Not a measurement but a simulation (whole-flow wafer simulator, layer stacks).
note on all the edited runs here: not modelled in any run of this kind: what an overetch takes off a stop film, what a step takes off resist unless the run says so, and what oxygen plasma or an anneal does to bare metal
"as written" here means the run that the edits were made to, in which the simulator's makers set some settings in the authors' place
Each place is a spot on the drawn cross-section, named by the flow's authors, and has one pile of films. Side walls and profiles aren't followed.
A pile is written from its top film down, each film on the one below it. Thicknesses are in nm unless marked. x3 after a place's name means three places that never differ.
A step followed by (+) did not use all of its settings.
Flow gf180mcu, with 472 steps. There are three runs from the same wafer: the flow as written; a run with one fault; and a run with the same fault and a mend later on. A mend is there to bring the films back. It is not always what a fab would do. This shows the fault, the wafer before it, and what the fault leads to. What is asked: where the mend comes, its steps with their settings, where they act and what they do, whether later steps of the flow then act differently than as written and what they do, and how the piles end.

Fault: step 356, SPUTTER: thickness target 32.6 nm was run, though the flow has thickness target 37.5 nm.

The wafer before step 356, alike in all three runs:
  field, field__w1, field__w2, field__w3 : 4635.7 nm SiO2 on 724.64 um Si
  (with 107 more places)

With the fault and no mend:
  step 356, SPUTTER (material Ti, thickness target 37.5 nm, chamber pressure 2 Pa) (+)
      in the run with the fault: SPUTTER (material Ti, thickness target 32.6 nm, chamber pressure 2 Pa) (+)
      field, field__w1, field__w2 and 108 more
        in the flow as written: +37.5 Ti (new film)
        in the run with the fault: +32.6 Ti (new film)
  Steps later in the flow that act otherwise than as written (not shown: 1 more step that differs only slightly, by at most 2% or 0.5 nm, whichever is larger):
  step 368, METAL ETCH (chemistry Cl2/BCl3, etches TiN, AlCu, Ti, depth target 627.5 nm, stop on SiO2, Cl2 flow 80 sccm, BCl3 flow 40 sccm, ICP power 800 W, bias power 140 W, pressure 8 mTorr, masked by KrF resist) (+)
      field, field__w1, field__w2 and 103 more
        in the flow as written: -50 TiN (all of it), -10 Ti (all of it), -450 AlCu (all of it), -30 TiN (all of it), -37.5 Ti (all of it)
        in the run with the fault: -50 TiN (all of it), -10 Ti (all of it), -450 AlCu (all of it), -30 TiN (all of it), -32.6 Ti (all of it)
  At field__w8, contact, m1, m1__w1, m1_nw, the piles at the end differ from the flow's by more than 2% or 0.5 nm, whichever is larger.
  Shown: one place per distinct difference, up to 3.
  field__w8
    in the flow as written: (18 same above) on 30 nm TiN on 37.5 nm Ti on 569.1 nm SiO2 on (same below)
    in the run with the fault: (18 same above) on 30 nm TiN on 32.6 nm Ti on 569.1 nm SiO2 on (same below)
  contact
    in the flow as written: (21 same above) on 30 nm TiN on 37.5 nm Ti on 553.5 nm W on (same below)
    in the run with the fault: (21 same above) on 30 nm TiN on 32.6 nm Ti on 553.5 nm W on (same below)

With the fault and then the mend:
  The mend follows step 356.
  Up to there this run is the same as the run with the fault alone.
  step 356a, SPUTTER (material Ti, thickness target 4.9 nm, chamber pressure 2 Pa) (+) (the flow's step 356, run once more with other settings)
      field, field__w1, field__w2 and 108 more
        +4.9 Ti
  Every later step of the flow that is run acts as written at every place that is followed.
  The piles end the same as the flow's at every place that both follow.
